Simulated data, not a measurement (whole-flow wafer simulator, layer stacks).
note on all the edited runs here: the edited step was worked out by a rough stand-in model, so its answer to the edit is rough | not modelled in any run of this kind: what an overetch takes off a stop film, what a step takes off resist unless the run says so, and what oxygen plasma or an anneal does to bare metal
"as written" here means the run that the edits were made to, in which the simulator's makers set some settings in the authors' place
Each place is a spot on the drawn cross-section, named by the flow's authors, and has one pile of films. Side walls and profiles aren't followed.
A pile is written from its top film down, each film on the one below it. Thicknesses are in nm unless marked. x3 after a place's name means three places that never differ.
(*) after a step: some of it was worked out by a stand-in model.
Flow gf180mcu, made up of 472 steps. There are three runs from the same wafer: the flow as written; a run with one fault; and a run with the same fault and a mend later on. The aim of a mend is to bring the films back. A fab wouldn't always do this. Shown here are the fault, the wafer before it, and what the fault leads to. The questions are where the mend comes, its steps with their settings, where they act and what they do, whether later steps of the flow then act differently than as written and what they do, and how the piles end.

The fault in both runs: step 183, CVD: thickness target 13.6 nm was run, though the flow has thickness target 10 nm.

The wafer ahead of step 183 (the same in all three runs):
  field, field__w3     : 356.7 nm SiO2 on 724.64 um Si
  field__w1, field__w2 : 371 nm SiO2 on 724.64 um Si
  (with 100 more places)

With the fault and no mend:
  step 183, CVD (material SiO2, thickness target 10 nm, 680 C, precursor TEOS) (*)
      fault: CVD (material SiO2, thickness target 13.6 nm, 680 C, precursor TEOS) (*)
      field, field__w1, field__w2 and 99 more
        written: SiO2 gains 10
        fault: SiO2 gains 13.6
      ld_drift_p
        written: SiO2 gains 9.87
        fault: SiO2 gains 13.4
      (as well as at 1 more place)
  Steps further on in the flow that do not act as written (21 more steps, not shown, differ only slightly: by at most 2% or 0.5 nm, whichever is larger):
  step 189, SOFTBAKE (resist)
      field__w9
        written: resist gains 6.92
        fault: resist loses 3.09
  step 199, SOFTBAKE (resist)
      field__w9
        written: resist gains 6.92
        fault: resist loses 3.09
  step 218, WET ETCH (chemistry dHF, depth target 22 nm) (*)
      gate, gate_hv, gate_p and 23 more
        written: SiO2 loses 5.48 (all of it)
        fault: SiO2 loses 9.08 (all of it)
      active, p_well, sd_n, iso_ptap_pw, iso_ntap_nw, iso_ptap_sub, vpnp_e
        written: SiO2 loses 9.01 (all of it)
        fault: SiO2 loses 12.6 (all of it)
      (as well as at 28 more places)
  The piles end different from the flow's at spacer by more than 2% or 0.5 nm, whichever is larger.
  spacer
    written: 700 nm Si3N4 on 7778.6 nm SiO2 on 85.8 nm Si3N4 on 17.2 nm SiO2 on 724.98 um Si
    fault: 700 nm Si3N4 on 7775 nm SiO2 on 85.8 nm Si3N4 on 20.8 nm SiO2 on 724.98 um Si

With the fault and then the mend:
  The mend stands after step 183.
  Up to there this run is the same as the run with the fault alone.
  step 183a, WET ETCH (chemistry dHF, depth target 3.6 nm, 25 C, dilution 100:1) (the flow's step 17, run once more with other settings)
      field, field__w1, field__w2 and 101 more
        SiO2 loses 3.6
  Later steps of the flow that are run all act as written at every place that is followed, up to a difference of at most 2% or 0.5 nm, whichever is larger.
  The piles end only slightly different from the flow's at the places that both follow, by no more than 2% or 0.5 nm, whichever is larger.
